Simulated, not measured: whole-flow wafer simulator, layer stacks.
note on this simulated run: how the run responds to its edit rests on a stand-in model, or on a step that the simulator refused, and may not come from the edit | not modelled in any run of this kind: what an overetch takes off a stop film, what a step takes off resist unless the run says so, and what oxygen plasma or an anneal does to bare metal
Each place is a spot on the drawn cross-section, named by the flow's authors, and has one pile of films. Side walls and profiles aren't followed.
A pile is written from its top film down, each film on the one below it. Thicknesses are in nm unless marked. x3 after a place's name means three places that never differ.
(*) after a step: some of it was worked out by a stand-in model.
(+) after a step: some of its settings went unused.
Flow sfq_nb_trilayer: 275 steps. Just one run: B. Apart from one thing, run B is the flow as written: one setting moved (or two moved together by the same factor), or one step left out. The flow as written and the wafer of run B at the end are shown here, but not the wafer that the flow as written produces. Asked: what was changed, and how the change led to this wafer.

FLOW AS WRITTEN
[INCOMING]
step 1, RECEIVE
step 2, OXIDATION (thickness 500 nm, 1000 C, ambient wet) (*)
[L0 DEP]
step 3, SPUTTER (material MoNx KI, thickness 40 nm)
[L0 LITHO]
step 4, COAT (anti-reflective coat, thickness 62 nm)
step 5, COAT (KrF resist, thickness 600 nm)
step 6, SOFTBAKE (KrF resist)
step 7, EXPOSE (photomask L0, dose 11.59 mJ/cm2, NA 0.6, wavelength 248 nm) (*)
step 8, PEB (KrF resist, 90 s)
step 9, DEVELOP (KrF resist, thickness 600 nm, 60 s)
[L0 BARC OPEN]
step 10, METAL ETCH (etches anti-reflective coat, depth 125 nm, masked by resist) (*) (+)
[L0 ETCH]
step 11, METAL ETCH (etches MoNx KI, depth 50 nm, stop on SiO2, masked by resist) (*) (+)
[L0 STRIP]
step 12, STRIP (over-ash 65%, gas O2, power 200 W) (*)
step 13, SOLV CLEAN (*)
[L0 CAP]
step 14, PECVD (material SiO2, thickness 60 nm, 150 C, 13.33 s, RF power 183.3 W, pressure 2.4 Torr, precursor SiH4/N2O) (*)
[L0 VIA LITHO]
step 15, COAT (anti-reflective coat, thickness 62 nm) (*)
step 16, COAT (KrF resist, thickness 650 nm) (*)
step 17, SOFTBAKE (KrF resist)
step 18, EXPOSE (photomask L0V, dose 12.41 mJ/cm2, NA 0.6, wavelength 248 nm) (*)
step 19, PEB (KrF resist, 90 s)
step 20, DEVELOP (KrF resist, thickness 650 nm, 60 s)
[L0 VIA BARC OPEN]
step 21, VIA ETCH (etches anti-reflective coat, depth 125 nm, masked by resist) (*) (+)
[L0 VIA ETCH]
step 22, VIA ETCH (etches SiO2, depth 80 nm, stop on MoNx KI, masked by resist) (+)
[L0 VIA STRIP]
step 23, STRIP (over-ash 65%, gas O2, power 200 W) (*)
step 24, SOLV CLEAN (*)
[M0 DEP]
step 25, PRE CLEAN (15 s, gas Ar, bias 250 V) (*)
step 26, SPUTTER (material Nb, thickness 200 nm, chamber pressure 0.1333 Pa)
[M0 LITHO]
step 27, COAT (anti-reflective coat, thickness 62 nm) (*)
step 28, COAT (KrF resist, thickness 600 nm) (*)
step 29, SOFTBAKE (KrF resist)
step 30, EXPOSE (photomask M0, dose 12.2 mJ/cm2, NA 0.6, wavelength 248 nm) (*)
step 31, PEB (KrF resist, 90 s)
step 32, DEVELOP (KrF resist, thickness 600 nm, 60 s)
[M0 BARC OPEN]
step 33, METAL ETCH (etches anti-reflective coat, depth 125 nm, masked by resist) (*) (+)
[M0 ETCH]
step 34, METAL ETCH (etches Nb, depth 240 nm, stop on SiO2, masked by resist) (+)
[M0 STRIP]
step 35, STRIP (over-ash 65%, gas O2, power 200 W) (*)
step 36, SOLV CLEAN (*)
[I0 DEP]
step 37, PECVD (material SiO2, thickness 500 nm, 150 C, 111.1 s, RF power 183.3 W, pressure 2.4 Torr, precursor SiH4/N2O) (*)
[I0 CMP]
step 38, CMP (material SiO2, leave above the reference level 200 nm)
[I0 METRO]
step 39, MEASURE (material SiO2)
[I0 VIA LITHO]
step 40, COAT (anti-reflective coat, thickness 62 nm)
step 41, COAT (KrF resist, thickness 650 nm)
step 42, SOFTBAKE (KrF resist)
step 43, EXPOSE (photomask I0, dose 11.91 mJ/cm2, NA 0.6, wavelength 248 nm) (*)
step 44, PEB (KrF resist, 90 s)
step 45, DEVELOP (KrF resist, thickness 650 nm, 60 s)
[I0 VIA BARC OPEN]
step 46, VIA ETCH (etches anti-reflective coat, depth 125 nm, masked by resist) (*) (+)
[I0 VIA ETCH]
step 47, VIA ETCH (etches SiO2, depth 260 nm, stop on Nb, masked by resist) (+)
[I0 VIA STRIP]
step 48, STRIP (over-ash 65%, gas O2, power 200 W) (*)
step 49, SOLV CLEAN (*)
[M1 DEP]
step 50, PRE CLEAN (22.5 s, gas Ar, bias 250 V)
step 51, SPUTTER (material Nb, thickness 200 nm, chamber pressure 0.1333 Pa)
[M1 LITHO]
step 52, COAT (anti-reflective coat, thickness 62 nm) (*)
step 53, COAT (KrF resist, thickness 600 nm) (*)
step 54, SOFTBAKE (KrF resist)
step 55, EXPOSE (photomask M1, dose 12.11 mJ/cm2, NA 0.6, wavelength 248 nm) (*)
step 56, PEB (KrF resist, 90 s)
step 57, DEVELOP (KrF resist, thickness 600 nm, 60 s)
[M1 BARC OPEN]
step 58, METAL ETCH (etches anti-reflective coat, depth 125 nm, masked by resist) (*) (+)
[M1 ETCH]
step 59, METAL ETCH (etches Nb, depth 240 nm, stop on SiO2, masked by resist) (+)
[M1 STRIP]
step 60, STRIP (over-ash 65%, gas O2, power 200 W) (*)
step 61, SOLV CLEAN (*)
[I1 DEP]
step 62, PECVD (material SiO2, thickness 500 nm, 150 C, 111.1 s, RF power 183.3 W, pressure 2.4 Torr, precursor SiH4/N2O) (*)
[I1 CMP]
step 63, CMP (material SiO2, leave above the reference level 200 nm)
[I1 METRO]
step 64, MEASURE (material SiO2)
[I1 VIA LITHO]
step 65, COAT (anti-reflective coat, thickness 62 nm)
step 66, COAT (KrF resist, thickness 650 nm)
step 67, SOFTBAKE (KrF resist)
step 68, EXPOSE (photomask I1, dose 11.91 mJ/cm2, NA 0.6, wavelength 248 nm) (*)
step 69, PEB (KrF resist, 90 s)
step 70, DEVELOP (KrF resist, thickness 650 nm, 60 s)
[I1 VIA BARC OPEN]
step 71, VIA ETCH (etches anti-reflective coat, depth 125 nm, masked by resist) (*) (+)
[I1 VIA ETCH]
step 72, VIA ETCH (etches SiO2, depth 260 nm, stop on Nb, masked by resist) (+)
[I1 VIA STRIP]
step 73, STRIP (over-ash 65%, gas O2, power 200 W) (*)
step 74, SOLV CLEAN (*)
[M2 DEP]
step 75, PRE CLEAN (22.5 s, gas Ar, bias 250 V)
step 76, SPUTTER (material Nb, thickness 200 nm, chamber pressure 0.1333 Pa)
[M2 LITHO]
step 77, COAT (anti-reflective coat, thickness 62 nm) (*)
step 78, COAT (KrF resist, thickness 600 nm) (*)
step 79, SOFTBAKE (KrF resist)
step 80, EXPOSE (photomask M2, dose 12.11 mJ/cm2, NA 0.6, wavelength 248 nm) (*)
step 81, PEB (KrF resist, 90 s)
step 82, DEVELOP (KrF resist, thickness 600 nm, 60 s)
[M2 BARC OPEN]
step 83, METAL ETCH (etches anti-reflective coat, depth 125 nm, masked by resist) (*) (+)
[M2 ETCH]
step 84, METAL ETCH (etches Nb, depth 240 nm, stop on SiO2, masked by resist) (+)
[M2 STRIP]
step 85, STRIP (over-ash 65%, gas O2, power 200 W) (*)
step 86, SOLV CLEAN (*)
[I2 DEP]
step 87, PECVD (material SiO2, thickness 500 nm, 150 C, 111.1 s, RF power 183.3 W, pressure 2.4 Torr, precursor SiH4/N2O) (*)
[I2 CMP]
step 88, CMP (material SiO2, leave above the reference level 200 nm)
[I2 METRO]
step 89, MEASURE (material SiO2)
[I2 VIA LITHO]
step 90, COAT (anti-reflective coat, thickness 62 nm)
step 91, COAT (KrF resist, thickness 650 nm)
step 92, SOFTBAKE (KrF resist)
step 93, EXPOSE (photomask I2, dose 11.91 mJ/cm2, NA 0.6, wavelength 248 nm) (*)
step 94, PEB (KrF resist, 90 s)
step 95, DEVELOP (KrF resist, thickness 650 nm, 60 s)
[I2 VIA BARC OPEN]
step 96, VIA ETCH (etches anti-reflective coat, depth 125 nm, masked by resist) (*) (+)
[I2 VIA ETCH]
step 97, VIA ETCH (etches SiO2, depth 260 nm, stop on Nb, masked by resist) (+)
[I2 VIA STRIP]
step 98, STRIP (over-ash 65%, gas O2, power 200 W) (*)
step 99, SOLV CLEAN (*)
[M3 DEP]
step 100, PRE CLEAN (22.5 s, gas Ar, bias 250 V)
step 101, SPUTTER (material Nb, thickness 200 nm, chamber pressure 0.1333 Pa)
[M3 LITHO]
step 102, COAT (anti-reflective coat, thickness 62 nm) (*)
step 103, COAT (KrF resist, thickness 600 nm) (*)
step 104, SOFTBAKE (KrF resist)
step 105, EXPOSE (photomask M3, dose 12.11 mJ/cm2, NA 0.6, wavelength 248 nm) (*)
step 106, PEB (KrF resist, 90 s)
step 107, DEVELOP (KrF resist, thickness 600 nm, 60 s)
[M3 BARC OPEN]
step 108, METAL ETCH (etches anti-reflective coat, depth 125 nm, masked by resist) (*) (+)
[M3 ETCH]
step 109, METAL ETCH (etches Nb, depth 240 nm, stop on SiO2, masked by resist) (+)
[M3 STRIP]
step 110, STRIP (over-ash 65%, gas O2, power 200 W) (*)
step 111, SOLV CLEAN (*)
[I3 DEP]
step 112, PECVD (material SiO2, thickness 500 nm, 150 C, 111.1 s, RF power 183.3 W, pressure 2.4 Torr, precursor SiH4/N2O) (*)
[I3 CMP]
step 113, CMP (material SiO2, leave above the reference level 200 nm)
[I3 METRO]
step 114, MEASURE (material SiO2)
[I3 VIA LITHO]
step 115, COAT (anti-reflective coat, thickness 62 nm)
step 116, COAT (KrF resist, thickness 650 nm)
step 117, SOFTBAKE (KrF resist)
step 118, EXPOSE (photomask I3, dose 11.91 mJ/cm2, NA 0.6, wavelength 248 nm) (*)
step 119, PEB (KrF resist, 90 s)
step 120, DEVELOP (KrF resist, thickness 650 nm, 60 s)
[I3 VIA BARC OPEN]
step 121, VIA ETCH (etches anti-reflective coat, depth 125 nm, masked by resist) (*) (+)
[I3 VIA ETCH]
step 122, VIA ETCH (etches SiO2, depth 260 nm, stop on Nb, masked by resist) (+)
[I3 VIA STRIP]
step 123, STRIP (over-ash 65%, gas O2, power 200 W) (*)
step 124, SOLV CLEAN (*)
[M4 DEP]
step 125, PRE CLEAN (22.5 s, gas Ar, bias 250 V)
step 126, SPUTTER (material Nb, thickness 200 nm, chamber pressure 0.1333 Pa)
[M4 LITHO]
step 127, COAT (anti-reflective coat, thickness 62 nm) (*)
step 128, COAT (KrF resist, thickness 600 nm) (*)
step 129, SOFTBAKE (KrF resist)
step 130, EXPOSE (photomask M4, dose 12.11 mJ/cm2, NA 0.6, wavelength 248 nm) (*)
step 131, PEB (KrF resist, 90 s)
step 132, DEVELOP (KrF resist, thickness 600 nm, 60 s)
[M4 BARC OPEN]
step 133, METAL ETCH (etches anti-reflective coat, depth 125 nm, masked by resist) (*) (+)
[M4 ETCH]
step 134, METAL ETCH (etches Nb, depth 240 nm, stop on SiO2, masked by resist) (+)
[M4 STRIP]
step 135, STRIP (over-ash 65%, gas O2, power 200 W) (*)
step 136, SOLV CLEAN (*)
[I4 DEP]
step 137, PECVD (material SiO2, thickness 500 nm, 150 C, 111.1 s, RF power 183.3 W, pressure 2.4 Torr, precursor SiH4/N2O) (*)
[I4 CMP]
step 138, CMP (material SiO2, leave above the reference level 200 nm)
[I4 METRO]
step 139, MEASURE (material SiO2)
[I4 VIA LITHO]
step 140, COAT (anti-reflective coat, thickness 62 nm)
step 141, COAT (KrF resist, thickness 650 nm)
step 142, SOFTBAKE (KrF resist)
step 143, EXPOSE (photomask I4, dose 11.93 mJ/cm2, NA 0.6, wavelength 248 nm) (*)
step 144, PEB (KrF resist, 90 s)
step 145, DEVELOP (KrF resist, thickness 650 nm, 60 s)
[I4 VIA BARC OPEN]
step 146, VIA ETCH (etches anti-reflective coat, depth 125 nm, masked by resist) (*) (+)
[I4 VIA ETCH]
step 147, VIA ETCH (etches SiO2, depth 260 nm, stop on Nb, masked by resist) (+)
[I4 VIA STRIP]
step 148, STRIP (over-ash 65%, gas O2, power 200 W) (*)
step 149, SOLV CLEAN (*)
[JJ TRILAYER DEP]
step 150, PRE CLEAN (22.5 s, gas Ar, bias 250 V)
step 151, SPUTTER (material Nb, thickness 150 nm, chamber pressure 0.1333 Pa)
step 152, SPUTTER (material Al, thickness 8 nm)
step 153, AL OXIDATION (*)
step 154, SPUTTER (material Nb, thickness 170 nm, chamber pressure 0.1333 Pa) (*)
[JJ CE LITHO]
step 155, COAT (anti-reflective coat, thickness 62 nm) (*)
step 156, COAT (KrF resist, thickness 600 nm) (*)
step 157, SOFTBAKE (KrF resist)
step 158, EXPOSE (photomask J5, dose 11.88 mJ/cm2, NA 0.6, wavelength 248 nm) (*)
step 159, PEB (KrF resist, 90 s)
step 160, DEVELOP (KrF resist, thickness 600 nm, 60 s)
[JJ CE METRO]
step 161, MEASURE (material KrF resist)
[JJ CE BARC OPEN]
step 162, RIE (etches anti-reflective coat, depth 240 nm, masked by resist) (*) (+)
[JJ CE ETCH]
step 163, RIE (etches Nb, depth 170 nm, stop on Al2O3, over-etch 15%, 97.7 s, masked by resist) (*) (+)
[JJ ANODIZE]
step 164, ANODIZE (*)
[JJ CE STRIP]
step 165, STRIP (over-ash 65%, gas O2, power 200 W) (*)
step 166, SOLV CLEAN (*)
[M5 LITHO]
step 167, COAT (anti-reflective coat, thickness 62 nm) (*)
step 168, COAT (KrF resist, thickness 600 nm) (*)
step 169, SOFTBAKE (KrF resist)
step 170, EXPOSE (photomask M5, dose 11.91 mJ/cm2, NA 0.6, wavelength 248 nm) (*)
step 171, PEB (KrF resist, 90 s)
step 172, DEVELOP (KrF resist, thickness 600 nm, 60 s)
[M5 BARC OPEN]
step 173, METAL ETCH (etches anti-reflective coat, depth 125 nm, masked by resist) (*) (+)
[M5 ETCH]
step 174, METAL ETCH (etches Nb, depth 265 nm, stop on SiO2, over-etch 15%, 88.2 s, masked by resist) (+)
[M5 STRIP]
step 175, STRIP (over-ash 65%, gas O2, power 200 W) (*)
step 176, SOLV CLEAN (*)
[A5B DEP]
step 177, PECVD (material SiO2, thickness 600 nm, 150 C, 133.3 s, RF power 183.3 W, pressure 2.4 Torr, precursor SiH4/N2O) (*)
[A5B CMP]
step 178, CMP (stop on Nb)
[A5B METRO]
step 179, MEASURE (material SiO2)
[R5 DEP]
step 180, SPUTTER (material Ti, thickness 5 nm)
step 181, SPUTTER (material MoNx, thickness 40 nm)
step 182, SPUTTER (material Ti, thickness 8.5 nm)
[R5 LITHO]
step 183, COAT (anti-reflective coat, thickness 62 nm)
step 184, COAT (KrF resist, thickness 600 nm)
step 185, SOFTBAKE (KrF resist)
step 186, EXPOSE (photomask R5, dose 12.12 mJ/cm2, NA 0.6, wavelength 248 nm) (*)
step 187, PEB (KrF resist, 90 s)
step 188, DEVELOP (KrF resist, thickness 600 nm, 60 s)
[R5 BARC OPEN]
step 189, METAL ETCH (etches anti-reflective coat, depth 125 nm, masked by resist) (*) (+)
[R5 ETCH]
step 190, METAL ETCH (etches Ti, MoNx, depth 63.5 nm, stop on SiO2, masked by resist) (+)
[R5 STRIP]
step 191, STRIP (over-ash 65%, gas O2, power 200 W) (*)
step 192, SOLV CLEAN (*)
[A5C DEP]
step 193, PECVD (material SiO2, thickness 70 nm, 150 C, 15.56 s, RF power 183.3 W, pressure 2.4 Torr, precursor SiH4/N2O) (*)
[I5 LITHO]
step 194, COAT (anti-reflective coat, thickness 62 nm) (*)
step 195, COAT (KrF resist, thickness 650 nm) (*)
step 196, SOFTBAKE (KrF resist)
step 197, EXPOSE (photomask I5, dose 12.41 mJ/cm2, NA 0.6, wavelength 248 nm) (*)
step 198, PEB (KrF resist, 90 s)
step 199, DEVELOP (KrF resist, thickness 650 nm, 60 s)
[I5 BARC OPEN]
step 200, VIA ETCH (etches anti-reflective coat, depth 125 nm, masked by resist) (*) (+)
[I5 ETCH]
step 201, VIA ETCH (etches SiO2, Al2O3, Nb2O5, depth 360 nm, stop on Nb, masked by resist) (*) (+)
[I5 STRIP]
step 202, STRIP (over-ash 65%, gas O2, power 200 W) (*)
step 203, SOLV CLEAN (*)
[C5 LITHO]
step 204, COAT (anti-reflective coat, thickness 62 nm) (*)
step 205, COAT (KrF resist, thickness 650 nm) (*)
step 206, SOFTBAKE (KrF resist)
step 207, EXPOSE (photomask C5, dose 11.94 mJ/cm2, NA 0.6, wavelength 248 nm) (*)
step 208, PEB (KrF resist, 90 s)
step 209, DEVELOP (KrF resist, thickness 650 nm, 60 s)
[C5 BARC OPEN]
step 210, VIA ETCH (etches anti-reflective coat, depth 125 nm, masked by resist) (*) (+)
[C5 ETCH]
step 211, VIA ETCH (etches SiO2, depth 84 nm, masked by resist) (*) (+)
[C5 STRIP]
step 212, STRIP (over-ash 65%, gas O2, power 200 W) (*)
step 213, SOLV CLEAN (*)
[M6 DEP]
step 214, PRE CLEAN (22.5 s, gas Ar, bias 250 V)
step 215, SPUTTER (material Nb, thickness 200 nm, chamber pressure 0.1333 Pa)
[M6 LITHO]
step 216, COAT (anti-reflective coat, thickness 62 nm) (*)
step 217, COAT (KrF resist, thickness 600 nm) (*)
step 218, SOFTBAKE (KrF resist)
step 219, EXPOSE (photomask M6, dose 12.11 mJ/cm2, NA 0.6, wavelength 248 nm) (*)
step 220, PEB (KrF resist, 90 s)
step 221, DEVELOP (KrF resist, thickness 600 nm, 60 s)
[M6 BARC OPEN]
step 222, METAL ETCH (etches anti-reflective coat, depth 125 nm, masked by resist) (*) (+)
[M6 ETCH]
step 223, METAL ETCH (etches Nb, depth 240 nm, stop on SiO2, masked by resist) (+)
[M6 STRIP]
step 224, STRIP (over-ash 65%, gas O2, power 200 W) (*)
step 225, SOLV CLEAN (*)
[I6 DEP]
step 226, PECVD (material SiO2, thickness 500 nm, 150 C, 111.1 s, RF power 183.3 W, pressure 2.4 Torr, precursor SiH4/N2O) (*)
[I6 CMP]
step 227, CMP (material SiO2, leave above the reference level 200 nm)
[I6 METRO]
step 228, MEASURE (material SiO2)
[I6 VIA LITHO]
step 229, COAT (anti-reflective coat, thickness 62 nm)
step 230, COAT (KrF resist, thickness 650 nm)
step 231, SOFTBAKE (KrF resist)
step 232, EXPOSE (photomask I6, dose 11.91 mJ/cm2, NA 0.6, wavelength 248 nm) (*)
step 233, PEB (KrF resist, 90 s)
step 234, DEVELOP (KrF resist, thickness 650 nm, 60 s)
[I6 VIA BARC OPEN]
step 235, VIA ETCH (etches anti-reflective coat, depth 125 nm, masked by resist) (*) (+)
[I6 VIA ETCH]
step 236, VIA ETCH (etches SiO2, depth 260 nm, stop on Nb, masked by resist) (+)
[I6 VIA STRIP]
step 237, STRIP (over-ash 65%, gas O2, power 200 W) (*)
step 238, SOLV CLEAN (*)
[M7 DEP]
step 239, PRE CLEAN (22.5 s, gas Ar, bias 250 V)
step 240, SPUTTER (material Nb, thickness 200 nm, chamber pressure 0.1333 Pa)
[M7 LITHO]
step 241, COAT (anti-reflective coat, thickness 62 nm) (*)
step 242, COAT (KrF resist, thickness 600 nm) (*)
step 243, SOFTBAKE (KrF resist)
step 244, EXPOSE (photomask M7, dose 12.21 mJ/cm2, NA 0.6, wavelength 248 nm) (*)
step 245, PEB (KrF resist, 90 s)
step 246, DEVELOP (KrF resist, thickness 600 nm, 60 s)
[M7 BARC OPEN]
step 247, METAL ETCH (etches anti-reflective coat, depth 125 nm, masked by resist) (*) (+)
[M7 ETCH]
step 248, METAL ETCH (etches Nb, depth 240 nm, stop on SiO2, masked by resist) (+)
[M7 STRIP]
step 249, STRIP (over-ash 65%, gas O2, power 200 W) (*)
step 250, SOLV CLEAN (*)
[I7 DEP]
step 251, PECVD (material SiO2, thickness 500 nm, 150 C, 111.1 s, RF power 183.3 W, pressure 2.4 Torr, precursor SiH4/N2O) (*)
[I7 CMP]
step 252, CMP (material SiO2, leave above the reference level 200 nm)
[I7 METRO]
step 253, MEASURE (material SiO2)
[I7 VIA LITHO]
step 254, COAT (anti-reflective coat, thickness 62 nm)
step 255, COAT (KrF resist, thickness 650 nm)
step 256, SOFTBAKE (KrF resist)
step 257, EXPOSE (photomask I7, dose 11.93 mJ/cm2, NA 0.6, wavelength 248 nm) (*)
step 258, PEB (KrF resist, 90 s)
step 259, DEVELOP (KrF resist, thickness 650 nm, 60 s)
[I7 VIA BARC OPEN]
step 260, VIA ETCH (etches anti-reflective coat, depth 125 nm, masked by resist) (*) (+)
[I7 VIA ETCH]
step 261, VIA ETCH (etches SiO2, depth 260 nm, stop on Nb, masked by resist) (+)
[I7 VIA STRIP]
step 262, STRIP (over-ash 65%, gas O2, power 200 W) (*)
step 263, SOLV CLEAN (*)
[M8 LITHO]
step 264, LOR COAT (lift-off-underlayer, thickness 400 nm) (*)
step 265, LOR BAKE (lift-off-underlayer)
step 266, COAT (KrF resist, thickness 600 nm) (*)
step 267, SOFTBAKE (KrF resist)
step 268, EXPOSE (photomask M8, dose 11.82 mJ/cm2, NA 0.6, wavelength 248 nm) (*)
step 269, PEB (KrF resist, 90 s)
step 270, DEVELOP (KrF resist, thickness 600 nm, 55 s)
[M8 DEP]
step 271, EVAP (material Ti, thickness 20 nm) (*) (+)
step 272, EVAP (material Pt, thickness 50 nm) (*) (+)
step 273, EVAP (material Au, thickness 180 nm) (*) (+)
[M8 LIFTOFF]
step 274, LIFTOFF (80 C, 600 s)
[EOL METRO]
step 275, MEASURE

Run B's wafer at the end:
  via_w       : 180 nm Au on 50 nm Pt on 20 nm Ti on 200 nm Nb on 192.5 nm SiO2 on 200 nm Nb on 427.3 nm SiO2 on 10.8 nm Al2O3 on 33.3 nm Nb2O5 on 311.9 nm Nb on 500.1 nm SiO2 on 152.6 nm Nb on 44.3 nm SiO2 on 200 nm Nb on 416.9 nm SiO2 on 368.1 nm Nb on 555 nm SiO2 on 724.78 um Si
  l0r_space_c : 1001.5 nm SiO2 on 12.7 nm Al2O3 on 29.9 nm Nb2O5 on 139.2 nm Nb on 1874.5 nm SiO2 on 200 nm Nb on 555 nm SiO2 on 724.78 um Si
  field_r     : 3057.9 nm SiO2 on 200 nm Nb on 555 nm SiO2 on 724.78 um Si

Cause: step 88, CMP: leave above the reference level 312 nm was run, whereas the flow has leave above the reference level 200 nm.

How this came from the change, step by step:
  step 88, CMP (material SiO2, leave above the reference level 200 nm)
      field_l, be, be_sur and 81 more: nothing (it would be, as written: -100 SiO2)
      v_sur, via_wl, via_w and 18 more: -188 SiO2 (it would be, as written: -300 SiO2)
      (and at 1 other place as well)
  step 90, COAT (anti-reflective coat, thickness 62 nm)
      wl_g_sr, m0r_space_l, m0r_space_r, m6r_space_l, m6r_space_r, m7r_space_l, m7r_space_r: +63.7 anti-reflective coat (new film) (it would be, as written: +62 anti-reflective coat (new film))
      field_l, r5r_line_c: +63.9 anti-reflective coat (new film) (it would be, as written: +62 anti-reflective coat (new film))
      (and at 15 other places as well)
  step 97, VIA ETCH (etches SiO2, depth 260 nm, stop on Nb, masked by resist) (+)
      via_w: -260 SiO2 (it would be, as written: -199.8 SiO2 (all of it))
  step 98, STRIP (over-ash 65%, gas O2, power 200 W) (*)
      m0r_space_l, m0r_space_r, m6r_space_l, m6r_space_r, m7r_space_l, m7r_space_r: -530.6 KrF resist (all of it), -63.7 anti-reflective coat (all of it) (it would be, as written: -528.6 KrF resist (all of it), -62 anti-reflective coat (all of it))
      m5r_linepad_l, m5r_linepad_r: -526.9 KrF resist (all of it), -67.5 anti-reflective coat (all of it) (it would be, as written: -528.6 KrF resist (all of it), -62 anti-reflective coat (all of it))
      (and at 16 other places as well)
  step 100, PRE CLEAN (22.5 s, gas Ar, bias 250 V)
      via_w: -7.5 SiO2 (it would be, as written: -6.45 Nb)
  step 101, SPUTTER (material Nb, thickness 200 nm, chamber pressure 0.1333 Pa)
      via_w: +152.6 Nb (new film) (it would be, as written: +165.5 Nb)
  step 102, COAT (anti-reflective coat, thickness 62 nm) (*)
      m0r_space_l, m0r_space_r, m6r_space_l, m6r_space_r, m7r_space_l, m7r_space_r: +63.5 anti-reflective coat (new film) (it would be, as written: +62 anti-reflective coat (new film))
      wl_d_sr, wl_f_sl: +64 anti-reflective coat (new film) (it would be, as written: +62 anti-reflective coat (new film))
      (and at 20 other places as well)
  step 103, COAT (KrF resist, thickness 600 nm) (*)
      via_w: +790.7 KrF resist (new film) (it would be, as written: +737.9 KrF resist (new film))
  step 108, METAL ETCH (etches anti-reflective coat, depth 125 nm, masked by resist) (*) (+)
      m0r_space_l, m0r_space_r, m6r_space_l, m6r_space_r, m7r_space_l, m7r_space_r: -63.5 anti-reflective coat (all of it) (it would be, as written: -62 anti-reflective coat (all of it))
      wl_d_sr, wl_f_sl: -64 anti-reflective coat (all of it) (it would be, as written: -62 anti-reflective coat (all of it))
      (and at 11 other places as well)
  step 110, STRIP (over-ash 65%, gas O2, power 200 W) (*)
      v_sur: -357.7 KrF resist (all of it), -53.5 anti-reflective coat (all of it) (it would be, as written: -365.3 KrF resist (all of it), -61.1 anti-reflective coat (all of it))
      via_wl: -378 KrF resist (all of it), -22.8 anti-reflective coat (all of it) (it would be, as written: -384.2 KrF resist (all of it), -34.2 anti-reflective coat (all of it))
      (and at 8 other places as well)
  step 112, PECVD (material SiO2, thickness 500 nm, 150 C, 111.1 s, RF power 183.3 W, pressure 2.4 Torr, precursor SiH4/N2O) (*)
      via_w: +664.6 SiO2 (new film) (it would be, as written: +615 SiO2 (new film))
  step 113, CMP (material SiO2, leave above the reference level 200 nm)
      field_l, be, be_sur and 64 more: -88 SiO2 (it would be, as written: -100 SiO2)
      p4_w1, p4_w2, p4_w3 and 6 more: -288 SiO2 (it would be, as written: -300 SiO2)
      (and at 9 other places as well)
With metal films that touch counted as one body, via_w has 6 bodies (between them, from the top down: SiO2 192.5; SiO2 427.3 / Al2O3 10.8 / Nb2O5 33.3; SiO2 500.1; SiO2 44.3; SiO2 416.9); the flow as written gives 5 bodies (between them, from the top down: SiO2 192.5; SiO2 427.3 / Al2O3 10.8 / Nb2O5 33.3; SiO2 425.9; SiO2 416.9).
